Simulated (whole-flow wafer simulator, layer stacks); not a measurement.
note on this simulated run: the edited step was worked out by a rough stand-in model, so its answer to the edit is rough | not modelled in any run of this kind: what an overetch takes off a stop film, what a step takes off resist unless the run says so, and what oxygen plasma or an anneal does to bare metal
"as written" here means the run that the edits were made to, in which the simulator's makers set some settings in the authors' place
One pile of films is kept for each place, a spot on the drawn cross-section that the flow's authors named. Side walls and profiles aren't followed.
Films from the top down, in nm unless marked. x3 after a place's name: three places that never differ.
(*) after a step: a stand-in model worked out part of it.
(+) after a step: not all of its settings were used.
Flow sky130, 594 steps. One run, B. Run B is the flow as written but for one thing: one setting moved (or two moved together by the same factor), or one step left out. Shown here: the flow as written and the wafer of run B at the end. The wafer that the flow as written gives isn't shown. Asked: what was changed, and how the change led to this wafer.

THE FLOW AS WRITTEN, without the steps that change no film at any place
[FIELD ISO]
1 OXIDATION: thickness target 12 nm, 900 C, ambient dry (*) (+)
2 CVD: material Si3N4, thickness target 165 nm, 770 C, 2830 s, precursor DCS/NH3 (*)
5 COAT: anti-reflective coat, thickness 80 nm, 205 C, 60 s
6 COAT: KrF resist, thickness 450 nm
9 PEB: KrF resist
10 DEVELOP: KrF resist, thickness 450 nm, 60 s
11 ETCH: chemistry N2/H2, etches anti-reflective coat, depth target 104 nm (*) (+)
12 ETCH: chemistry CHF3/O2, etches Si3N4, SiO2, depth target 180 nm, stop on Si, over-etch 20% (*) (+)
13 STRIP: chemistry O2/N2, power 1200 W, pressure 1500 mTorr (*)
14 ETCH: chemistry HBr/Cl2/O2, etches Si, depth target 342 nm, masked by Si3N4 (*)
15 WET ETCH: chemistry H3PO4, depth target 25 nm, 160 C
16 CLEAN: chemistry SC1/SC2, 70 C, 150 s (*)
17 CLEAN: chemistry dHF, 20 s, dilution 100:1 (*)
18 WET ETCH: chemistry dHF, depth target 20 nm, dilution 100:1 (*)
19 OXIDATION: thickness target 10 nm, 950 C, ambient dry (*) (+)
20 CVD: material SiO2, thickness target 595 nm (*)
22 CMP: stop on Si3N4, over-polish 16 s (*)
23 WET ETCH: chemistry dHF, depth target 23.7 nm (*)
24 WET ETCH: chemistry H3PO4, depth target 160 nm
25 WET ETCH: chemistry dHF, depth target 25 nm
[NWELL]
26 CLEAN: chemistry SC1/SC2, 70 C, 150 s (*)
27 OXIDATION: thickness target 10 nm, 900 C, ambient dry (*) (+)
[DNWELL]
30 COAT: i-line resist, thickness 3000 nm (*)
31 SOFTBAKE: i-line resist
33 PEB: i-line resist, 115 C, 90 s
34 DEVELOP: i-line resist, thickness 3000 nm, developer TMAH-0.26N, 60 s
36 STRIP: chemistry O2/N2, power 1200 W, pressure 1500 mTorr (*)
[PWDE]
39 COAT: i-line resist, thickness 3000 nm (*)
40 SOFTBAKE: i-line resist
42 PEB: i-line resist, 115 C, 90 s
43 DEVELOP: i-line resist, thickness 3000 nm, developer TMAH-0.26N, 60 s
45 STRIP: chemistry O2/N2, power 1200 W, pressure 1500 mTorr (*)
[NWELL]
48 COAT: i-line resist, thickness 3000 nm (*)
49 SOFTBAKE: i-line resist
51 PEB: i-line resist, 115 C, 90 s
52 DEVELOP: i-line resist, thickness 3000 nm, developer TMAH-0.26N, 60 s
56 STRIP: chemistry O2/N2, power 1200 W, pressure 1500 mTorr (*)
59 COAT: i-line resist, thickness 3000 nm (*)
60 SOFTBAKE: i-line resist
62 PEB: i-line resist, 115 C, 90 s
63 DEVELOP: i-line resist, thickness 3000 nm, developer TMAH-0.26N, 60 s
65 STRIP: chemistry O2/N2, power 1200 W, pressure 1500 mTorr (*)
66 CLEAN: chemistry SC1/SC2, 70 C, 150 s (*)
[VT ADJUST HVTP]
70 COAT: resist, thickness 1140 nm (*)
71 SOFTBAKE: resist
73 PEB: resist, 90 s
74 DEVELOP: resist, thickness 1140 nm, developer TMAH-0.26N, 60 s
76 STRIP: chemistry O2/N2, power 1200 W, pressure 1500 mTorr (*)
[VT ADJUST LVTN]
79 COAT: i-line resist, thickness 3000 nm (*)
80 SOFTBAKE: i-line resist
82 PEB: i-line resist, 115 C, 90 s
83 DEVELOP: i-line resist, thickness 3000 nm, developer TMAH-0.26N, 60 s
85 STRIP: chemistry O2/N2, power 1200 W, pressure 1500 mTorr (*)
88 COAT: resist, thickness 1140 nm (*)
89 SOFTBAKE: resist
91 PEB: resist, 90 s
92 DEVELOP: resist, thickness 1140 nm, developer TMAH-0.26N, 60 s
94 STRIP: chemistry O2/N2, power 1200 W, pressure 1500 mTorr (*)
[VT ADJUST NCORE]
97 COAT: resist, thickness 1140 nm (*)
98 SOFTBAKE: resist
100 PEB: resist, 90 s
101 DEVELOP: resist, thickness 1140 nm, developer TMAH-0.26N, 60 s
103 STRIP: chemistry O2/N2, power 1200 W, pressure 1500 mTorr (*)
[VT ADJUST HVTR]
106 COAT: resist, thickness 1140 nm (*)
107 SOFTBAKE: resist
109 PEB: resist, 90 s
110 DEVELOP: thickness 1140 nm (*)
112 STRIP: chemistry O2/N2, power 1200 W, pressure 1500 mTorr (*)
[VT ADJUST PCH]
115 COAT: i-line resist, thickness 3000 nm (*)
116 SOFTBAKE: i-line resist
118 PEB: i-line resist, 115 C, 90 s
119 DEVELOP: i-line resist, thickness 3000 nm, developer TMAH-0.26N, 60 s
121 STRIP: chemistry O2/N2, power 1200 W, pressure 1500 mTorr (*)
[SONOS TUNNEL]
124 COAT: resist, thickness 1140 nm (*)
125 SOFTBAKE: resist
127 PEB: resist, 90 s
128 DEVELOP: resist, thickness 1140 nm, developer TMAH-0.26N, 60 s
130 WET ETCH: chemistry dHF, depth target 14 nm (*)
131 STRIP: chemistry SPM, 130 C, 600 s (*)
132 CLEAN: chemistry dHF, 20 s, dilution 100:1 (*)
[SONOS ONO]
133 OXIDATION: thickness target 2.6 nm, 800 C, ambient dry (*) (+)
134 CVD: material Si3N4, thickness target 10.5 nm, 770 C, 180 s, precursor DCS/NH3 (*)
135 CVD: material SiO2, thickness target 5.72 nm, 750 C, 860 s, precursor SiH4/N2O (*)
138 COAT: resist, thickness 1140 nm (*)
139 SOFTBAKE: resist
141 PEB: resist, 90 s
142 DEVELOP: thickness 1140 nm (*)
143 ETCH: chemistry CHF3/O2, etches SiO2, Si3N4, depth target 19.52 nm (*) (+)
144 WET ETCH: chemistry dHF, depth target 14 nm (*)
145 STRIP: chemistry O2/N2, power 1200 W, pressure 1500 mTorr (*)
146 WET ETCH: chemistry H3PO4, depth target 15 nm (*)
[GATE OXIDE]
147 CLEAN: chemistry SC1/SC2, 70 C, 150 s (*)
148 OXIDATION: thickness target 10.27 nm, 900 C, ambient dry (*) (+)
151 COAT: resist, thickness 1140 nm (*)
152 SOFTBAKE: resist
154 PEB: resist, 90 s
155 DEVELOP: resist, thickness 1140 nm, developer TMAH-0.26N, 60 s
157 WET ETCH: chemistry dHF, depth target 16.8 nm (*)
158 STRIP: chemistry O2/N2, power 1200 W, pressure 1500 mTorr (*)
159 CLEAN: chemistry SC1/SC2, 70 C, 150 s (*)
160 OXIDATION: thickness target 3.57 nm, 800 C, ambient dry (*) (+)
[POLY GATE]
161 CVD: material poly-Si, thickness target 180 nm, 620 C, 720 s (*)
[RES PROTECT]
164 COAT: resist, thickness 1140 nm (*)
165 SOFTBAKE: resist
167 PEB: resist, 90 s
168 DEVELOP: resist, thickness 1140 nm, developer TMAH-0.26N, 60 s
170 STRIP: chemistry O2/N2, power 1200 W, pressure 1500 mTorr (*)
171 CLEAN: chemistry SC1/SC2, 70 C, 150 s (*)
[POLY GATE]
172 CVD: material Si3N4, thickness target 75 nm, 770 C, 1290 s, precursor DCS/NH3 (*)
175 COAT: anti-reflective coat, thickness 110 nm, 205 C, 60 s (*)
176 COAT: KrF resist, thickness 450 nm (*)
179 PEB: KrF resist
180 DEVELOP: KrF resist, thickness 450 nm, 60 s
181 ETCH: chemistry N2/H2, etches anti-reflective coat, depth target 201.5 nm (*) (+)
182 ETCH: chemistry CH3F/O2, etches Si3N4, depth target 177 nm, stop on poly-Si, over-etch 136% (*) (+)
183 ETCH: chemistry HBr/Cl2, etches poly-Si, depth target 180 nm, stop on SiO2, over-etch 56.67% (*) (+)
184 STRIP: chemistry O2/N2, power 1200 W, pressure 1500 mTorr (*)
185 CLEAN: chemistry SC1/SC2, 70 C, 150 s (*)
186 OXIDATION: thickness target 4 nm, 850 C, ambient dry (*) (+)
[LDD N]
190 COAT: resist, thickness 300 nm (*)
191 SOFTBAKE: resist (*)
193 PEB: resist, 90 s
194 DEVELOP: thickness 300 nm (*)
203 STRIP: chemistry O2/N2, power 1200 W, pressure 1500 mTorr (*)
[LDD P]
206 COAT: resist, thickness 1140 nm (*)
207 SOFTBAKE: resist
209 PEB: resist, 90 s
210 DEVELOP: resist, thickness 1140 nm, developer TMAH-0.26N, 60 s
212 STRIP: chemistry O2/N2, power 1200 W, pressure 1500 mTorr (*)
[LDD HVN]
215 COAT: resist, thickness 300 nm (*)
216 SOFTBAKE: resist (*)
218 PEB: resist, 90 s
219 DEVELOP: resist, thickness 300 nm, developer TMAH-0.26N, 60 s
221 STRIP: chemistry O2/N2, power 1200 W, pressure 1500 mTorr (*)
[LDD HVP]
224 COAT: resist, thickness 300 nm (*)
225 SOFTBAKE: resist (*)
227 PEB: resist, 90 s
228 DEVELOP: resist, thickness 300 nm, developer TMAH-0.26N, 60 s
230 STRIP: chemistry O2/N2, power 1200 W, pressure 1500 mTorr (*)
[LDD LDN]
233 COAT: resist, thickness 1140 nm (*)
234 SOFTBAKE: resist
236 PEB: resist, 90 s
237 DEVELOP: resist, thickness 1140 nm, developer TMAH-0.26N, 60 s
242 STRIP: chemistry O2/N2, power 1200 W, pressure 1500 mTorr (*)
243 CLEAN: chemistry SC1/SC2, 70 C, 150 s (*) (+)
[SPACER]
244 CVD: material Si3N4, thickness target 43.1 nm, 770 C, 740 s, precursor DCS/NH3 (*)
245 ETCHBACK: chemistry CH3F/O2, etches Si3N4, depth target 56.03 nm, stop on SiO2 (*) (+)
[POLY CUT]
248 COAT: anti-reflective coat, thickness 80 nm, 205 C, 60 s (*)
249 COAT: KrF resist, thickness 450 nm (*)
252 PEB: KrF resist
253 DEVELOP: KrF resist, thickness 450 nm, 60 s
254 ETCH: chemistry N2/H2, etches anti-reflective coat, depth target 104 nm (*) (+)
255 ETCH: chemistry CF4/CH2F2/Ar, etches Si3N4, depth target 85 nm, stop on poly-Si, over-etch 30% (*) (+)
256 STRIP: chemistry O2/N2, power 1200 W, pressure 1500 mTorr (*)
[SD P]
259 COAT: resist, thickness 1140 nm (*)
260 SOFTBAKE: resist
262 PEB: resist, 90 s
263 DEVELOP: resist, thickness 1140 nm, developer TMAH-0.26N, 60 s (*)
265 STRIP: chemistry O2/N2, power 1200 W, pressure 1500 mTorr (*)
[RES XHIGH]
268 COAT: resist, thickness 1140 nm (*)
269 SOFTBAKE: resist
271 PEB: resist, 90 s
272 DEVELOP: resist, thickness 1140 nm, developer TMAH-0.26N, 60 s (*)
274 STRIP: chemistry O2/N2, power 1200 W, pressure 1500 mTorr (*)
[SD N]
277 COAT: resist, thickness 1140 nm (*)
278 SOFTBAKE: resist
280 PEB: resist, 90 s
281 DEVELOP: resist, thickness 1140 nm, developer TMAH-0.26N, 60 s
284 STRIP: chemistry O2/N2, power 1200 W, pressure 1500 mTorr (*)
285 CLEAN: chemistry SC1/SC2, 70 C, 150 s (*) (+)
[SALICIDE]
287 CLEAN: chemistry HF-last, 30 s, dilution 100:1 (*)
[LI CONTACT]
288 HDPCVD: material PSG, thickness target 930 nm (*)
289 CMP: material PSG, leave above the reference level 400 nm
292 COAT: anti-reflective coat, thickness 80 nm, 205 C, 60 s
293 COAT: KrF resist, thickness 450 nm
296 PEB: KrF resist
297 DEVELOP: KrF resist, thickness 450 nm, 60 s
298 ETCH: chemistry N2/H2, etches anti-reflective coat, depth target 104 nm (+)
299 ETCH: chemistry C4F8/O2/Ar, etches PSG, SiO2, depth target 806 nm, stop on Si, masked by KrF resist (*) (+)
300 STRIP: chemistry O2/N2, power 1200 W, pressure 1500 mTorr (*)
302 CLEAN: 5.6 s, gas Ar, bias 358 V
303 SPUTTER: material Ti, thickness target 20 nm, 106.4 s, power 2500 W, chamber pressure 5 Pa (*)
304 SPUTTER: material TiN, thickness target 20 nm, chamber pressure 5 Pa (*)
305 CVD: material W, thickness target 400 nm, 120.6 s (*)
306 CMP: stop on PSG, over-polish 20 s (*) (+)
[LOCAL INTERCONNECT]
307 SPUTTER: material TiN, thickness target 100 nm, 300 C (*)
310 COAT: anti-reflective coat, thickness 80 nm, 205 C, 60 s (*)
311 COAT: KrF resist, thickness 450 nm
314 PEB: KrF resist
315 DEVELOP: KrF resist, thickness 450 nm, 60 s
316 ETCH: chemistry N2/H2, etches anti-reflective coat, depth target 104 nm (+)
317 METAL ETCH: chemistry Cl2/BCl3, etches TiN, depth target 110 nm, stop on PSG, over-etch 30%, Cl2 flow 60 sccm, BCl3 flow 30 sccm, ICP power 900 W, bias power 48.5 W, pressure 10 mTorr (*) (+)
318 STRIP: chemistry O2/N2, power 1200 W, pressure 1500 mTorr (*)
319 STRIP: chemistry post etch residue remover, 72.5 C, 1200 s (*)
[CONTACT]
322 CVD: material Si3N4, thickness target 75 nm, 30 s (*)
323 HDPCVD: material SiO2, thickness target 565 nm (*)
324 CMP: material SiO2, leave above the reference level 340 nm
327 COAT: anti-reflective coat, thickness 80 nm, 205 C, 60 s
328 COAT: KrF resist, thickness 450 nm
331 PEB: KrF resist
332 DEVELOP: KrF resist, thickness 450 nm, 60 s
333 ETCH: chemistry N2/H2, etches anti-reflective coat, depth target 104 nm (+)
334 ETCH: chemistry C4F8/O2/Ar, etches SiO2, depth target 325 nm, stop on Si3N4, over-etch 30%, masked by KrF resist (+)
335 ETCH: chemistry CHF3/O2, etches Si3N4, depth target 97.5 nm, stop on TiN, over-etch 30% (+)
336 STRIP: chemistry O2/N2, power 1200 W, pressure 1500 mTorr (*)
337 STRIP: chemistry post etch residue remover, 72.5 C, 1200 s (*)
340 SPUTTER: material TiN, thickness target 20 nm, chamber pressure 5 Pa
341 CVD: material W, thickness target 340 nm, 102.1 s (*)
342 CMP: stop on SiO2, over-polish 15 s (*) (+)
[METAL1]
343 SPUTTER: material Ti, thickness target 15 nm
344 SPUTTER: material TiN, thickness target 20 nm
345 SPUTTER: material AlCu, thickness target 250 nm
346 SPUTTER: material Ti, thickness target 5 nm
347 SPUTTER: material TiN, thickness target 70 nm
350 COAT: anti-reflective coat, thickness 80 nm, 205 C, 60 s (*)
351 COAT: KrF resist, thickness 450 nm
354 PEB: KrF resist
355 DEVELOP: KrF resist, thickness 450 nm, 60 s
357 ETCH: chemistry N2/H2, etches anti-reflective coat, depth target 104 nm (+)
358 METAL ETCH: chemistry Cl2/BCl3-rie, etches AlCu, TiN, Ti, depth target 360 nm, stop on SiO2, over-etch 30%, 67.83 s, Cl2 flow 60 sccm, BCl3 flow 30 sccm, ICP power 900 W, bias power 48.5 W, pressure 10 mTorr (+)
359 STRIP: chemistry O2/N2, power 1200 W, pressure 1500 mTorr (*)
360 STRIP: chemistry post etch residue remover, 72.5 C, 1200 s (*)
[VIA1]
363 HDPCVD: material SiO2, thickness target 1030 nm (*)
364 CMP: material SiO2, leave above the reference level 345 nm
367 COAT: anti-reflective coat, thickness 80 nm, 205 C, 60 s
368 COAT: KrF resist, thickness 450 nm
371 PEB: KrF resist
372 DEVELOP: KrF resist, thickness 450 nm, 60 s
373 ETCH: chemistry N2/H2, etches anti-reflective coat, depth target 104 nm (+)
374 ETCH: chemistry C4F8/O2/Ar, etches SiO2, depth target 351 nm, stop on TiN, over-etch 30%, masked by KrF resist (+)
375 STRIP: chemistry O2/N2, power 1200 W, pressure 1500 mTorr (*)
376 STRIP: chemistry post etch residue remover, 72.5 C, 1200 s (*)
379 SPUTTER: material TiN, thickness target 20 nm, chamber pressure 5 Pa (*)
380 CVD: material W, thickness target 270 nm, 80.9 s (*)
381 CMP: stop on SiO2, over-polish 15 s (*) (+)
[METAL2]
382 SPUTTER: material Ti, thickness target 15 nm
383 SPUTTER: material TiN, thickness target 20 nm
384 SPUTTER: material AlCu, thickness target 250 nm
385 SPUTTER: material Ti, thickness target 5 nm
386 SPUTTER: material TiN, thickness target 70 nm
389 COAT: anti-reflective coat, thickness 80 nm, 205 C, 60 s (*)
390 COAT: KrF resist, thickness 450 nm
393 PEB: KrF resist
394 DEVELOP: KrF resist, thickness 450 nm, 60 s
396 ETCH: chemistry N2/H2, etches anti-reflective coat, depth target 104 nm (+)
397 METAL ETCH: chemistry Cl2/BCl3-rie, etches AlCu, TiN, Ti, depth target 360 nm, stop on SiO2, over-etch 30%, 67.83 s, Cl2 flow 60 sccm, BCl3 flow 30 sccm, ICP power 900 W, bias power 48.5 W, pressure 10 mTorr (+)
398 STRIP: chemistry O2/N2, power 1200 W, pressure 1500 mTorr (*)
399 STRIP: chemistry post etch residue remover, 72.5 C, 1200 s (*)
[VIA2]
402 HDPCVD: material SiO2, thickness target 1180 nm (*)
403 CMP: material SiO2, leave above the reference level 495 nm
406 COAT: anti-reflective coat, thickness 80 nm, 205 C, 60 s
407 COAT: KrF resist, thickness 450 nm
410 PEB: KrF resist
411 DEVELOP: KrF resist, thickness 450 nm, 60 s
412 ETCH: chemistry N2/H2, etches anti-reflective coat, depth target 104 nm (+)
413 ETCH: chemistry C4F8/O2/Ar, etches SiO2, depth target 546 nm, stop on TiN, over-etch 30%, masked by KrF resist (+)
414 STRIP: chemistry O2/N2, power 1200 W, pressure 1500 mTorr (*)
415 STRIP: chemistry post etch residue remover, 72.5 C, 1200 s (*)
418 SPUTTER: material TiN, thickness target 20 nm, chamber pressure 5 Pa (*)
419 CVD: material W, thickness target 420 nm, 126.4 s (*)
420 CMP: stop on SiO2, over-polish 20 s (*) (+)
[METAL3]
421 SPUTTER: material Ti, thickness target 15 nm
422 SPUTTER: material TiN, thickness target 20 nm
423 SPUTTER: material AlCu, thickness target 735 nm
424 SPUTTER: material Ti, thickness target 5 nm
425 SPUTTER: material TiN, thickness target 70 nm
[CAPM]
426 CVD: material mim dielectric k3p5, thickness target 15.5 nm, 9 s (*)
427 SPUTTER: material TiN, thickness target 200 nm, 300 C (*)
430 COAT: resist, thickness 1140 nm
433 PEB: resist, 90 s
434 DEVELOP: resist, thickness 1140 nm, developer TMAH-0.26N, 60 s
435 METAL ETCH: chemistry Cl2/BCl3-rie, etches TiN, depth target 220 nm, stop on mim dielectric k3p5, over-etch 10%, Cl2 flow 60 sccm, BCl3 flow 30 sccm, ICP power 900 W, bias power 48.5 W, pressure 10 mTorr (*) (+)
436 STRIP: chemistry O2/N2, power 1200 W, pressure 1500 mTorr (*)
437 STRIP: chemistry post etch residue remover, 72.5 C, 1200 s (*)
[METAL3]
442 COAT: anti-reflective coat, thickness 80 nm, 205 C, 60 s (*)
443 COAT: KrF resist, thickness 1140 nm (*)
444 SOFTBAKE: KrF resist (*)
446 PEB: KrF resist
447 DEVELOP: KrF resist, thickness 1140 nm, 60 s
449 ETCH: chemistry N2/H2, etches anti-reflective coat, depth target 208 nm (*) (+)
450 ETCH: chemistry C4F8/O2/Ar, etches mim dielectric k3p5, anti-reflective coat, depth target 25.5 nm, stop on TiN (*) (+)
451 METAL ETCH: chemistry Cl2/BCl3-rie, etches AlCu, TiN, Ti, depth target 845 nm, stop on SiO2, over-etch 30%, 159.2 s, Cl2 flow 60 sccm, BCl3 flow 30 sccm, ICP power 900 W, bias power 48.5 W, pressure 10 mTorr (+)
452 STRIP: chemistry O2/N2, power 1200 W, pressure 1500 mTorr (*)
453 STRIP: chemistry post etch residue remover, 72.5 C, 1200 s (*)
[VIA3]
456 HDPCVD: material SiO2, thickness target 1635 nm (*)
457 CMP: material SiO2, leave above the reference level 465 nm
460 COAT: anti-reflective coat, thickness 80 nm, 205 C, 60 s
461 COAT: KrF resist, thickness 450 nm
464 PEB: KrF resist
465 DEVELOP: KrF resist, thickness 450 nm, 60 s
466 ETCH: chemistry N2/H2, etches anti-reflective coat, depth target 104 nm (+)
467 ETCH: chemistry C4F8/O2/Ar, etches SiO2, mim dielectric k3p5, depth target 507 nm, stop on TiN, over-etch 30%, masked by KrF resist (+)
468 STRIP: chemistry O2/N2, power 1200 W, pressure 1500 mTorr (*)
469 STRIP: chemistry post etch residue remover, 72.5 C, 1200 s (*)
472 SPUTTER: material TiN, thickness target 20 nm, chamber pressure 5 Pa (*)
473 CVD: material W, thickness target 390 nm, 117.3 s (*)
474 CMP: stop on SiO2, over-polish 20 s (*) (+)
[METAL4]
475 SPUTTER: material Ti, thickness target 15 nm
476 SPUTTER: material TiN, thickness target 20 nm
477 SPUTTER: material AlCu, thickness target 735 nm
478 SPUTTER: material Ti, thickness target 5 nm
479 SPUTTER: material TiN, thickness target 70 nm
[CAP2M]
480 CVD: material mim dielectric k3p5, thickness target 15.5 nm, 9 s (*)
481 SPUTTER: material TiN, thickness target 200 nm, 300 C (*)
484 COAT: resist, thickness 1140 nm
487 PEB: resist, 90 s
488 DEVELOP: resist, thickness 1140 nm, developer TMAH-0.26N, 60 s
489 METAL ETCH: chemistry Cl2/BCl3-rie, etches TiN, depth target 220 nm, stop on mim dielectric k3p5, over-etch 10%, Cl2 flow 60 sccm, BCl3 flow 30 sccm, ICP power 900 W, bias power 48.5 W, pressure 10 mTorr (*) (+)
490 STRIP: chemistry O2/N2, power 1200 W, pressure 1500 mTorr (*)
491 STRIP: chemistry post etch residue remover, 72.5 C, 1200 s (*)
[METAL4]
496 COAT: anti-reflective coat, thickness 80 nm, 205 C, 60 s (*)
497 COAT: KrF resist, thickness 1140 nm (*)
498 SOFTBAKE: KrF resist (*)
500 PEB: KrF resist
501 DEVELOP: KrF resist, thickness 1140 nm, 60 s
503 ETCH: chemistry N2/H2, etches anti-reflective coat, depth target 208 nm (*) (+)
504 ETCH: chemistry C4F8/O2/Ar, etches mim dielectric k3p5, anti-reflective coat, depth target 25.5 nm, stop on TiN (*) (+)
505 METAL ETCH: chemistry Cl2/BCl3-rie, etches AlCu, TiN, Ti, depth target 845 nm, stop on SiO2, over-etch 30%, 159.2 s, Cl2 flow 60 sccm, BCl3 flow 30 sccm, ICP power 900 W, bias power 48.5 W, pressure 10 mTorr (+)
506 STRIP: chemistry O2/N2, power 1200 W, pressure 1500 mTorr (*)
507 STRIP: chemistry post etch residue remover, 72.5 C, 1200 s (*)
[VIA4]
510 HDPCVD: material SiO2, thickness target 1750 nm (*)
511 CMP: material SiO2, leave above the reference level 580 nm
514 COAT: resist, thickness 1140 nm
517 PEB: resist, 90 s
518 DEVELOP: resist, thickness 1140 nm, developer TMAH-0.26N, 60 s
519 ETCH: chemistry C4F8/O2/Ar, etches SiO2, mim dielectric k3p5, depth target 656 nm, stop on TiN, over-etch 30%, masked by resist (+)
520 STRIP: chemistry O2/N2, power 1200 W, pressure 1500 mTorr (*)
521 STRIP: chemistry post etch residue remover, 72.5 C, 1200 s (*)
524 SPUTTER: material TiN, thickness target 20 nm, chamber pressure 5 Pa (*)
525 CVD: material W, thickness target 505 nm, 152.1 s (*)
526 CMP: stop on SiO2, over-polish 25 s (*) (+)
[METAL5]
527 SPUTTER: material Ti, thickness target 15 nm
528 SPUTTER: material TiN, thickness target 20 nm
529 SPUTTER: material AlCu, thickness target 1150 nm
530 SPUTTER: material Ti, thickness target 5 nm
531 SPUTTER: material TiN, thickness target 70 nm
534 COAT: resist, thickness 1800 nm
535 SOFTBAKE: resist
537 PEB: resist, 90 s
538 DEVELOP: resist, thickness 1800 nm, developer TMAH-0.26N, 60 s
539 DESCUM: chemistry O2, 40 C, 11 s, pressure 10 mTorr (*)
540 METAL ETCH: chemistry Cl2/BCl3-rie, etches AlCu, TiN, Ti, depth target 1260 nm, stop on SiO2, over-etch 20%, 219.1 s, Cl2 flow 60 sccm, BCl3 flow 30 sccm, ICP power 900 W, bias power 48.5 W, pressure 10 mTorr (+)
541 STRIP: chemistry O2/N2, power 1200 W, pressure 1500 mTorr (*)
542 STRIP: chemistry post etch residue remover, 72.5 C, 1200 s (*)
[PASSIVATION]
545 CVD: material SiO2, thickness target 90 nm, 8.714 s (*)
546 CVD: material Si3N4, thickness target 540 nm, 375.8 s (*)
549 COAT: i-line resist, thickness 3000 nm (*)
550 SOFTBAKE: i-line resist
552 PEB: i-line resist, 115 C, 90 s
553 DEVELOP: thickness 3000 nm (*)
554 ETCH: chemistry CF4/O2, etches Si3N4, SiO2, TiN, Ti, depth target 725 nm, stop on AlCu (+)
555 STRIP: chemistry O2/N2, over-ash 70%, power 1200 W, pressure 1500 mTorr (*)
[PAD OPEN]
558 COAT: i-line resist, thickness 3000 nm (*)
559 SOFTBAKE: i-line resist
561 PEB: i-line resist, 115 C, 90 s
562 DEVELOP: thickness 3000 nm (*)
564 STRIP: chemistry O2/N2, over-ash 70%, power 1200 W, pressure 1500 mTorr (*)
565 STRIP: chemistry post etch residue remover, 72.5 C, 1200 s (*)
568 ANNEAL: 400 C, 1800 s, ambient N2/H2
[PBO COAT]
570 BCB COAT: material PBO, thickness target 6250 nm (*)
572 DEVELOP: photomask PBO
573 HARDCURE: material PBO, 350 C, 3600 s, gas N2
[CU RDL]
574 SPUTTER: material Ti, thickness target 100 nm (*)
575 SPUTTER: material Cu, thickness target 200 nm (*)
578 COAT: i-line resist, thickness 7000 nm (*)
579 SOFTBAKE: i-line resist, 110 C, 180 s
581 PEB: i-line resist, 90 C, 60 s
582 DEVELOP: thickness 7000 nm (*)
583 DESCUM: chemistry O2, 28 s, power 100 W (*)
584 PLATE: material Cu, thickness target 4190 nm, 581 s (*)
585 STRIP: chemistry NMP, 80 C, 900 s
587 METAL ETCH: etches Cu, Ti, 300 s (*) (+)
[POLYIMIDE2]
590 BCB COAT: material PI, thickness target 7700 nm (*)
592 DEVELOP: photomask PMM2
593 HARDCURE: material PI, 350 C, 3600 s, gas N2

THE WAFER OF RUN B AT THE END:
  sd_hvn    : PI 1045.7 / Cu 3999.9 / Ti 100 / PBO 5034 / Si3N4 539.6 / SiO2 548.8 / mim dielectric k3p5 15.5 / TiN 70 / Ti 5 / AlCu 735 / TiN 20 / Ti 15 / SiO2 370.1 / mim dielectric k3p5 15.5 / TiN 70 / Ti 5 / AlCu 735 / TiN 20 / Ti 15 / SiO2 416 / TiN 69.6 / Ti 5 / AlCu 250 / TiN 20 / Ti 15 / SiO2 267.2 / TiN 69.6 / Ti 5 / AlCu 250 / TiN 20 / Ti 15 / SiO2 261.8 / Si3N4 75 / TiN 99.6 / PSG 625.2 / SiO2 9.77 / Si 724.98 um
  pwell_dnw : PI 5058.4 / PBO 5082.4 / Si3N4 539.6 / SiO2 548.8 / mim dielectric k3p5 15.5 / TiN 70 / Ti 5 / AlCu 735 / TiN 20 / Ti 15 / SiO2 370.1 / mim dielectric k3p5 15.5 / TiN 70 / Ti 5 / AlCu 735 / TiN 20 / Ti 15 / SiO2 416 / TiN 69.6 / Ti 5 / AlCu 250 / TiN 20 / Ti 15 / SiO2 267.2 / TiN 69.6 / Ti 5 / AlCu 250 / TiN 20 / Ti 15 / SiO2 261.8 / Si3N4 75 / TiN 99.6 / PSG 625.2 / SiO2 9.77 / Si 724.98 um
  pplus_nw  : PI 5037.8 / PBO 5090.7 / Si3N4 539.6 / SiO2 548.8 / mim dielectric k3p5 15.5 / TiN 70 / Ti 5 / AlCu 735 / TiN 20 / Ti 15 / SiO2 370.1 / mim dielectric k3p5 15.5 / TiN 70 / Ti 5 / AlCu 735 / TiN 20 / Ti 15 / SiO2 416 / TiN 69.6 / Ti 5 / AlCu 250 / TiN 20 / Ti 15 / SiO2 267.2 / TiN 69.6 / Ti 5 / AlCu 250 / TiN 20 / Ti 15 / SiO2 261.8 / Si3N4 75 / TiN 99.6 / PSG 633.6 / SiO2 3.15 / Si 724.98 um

The cause: step 186, OXIDATION: thickness target 6 nm was run, where the flow has thickness target 4 nm.

How the change led to this, step by step:
  186 OXIDATION: thickness target 4 nm, 850 C, ambient dry (*) (+)
      active, p_well, spacer and 26 more: SiO2 +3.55, Si -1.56 (as written it would be: SiO2 +1.55, Si -0.68)
      pwell_dnw, sd_hvn, dext_ntap_nw and 17 more: SiO2 +2.73, Si -1.2 (as written it would be: SiO2 +1.12, Si -0.49)
      (and at 1 more place)
  248 COAT: anti-reflective coat, thickness 80 nm, 205 C, 60 s (*)
      iso_pw_fox: anti-reflective coat +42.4 (new film) (as written it would be: anti-reflective coat +41.5 (new film))
  256 STRIP: chemistry O2/N2, power 1200 W, pressure 1500 mTorr (*)
      iso_pw_fox: KrF resist -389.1 (all of it), anti-reflective coat -42.4 (all of it) (as written it would be: KrF resist -389.5 (all of it), anti-reflective coat -41.5 (all of it))
  299 ETCH: chemistry C4F8/O2/Ar, etches PSG, SiO2, depth target 806 nm, stop on Si, masked by KrF resist (*) (+)
      contact, ndiff_licon, ndiff_licon_cpp: PSG -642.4 (all of it), SiO2 -3.15 (all of it) (as written it would be: PSG -643.6 (all of it), SiO2 -1.16 (all of it))
  303 SPUTTER: material Ti, thickness target 20 nm, 106.4 s, power 2500 W, chamber pressure 5 Pa (*)
      ndiff_licon_cpp: Ti +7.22 (new film) (as written it would be: Ti +6.53 (new film))
